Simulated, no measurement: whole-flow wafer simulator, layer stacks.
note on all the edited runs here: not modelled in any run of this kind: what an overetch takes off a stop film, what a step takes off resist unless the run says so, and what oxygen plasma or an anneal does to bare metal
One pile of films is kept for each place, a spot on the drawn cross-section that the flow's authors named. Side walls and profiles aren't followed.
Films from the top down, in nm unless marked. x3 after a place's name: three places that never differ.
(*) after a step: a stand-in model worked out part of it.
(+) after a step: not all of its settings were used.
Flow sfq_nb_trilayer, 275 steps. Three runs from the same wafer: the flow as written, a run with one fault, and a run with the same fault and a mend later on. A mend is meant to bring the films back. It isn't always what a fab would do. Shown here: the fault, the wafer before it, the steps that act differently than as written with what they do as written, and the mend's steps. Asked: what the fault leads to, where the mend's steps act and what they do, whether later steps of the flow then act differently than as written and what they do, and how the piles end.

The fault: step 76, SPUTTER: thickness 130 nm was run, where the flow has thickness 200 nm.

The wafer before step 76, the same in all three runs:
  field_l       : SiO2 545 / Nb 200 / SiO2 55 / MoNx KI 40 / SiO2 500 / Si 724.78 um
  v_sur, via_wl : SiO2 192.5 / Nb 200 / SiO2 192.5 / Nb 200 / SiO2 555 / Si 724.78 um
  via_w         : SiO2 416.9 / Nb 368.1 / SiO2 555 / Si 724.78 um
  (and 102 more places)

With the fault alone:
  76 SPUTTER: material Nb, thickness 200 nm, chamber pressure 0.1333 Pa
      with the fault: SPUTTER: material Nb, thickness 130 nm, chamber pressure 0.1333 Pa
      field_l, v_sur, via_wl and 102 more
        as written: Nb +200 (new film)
        with the fault: Nb +130 (new film)
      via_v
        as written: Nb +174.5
        with the fault: Nb +114.2
  Later steps of the flow that act differently than as written (4 more steps differ only slightly, by at most 2% or 0.5 nm, whichever is larger, and aren't shown):
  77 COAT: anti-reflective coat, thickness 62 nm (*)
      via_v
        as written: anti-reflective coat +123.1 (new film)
        with the fault: anti-reflective coat +120 (new film)
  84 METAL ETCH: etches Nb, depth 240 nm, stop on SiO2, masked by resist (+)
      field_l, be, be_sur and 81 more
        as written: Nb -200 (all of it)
        with the fault: Nb -130 (all of it)
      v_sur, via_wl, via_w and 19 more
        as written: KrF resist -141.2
        with the fault: KrF resist -114.7
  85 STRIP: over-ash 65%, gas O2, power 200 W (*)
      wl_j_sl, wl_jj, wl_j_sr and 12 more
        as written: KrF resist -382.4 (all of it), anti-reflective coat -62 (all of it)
        with the fault: KrF resist -408.9 (all of it), anti-reflective coat -62 (all of it)
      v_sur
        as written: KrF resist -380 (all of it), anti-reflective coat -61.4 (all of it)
        with the fault: KrF resist -406.6 (all of it), anti-reflective coat -61.4 (all of it)
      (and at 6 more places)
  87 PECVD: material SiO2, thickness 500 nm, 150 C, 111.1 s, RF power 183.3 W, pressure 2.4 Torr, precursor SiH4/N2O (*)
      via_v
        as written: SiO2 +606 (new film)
        with the fault: SiO2 +588.8 (new film)
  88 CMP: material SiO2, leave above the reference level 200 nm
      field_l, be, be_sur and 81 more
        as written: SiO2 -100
        with the fault: SiO2 -170
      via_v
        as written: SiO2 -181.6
        with the fault: SiO2 -174
  At the end the piles differ from the flow's by more than 2% or 0.5 nm, whichever is larger, at field_l, v_sur, via_wl and 103 more.
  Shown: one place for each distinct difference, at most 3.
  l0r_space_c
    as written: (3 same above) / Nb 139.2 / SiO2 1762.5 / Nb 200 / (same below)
    with the fault: (3 same above) / Nb 139.2 / SiO2 1692.5 / Nb 200 / (same below)
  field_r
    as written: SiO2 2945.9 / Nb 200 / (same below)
    with the fault: SiO2 2875.9 / Nb 200 / (same below)
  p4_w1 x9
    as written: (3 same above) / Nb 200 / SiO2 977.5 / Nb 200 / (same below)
    with the fault: (3 same above) / Nb 200 / SiO2 907.5 / Nb 200 / (same below)

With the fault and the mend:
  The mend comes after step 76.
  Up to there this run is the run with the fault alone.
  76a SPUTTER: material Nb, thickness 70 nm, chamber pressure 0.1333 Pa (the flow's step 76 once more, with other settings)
      field_l, v_sur, via_wl and 102 more
        Nb +70
      via_v
        Nb +56.2
  No later step of the flow acts differently than as written, at any place that is followed, by more than 2% or 0.5 nm, whichever is larger.
  At the end the piles differ from the flow's only slightly at the places that both follow, by at most 2% or 0.5 nm, whichever is larger.
